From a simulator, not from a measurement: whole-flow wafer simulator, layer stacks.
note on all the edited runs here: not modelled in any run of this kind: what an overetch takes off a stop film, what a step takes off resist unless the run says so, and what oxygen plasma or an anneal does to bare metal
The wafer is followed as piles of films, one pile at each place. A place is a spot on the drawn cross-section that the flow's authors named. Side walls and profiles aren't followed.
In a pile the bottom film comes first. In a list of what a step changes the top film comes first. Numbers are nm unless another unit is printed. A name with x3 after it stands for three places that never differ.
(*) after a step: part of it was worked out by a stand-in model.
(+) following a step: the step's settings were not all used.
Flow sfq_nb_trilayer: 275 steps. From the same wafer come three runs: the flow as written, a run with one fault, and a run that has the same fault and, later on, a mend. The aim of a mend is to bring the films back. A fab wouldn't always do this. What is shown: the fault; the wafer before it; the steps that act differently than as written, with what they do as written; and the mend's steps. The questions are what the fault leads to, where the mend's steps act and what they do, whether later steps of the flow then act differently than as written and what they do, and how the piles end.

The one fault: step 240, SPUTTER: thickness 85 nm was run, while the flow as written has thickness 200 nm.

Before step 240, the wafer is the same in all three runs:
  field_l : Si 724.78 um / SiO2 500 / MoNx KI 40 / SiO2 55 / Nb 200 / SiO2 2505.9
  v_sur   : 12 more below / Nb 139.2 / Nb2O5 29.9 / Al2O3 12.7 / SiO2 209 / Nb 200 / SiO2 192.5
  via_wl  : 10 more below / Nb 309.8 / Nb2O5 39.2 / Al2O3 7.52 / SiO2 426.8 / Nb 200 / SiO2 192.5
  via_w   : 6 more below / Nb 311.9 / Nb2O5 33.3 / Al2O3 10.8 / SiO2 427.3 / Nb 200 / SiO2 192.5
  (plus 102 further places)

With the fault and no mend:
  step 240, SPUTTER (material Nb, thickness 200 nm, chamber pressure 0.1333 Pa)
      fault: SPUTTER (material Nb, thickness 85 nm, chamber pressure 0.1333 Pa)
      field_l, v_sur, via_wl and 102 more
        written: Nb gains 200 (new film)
        fault: Nb gains 85 (new film)
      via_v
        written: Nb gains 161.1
        fault: Nb gains 68.3
  Steps further on in the flow that do not act as written (not shown: 3 more steps that differ only slightly, by at most 2% or 0.5 nm, whichever is larger):
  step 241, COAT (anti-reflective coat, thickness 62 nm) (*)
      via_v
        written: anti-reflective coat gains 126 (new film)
        fault: anti-reflective coat gains 119.7 (new film)
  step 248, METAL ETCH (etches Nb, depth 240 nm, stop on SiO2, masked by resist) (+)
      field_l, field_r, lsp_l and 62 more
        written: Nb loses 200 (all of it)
        fault: Nb loses 85 (all of it)
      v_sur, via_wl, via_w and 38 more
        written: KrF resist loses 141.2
        fault: KrF resist loses 75
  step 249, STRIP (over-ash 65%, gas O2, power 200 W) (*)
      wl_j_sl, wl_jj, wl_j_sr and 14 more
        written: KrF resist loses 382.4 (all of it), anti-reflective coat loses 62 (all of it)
        fault: KrF resist loses 448.6 (all of it), anti-reflective coat loses 62 (all of it)
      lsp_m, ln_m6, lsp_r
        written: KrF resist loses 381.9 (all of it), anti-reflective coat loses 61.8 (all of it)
        fault: KrF resist loses 448.2 (all of it), anti-reflective coat loses 61.8 (all of it)
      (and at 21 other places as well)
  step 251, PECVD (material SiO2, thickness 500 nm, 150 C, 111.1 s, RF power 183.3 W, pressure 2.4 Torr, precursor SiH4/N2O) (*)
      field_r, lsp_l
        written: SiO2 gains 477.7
        fault: SiO2 gains 490.5
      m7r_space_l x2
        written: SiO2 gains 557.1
        fault: SiO2 gains 500
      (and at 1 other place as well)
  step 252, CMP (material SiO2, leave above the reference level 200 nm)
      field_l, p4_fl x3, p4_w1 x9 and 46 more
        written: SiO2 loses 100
        fault: SiO2 loses 215
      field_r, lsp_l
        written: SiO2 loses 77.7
        fault: SiO2 loses 205.5
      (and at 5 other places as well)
  By the end, the piles at field_l, v_sur, via_wl and 103 more depart from the flow's by more than 2% or 0.5 nm, whichever is larger.
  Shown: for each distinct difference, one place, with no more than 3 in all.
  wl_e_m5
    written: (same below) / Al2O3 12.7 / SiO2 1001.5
    fault: (same below) / Al2O3 12.7 / SiO2 886.5
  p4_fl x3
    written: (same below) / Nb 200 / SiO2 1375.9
    fault: (same below) / Nb 200 / SiO2 1260.9
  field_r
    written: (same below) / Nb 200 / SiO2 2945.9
    fault: (same below) / Nb 200 / SiO2 2830.9

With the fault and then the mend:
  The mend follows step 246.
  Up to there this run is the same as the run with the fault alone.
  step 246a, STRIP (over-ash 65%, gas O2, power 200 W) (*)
      p4_fl x3, p4_w1 x9, p4_g1 x2 and 46 more
        anti-reflective coat loses 62 (all of it)
      wl_j_sl, wl_jj, wl_j_sr and 14 more
        KrF resist loses 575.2 (all of it), anti-reflective coat loses 62 (all of it)
      field_r, lsp_l, l0_sur, l0v
        anti-reflective coat loses 61.8 (all of it)
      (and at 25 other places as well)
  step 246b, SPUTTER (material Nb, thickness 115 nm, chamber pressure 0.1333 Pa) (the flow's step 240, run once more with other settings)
      field_l, v_sur, via_wl and 102 more
        Nb gains 115
      via_v
        Nb gains 91.1
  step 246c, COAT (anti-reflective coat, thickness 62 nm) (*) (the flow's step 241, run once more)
      p4_fl x3, p4_w1 x9, p4_g1 x2 and 63 more
        anti-reflective coat gains 62 (new film)
      moat, field_r, lsp_l and 6 more
        anti-reflective coat gains 61.8 (new film)
      be_r, r_sur, res, r_end
        anti-reflective coat gains 61.7 (new film)
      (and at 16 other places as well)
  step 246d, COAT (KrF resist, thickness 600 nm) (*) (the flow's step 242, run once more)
      p4_fl x3, p4_w1 x9, p4_g1 x2 and 63 more
        KrF resist gains 600 (new film)
      field_r, lsp_l, ln_m5, lsp_m, l0v
        KrF resist gains 599.5 (new film)
      ln_m6, lsp_r, l0_sur
        KrF resist gains 599.6 (new film)
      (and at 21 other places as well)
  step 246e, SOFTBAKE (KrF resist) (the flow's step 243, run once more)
      alters no film at any place that is followed
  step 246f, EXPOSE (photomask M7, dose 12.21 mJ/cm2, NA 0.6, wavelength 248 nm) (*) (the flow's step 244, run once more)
      alters no film at any place that is followed
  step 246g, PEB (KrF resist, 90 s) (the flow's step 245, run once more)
      field_l, v_sur, via_wl and 97 more
        KrF resist loses 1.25
      via_w, via_wr, via_sp, wire, be
        KrF resist loses 1.24
      via_v
        KrF resist loses 1.61
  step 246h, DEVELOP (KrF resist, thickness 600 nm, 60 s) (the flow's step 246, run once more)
      p4_fl x3, p4_w1 x9, p4_g1 x2 and 46 more
        KrF resist loses 598.7 (all of it)
      v_sur, via_wl, via_w and 38 more
        KrF resist loses 23.5
      field_r, lsp_l
        KrF resist loses 598.2 (all of it)
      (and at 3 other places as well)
  Every later step of the flow that is run acts as written, at every place that is followed, to within 2% or 0.5 nm, whichever is larger.
  The piles end only slightly different from the flow's at the places that both follow, by no more than 2% or 0.5 nm, whichever is larger.
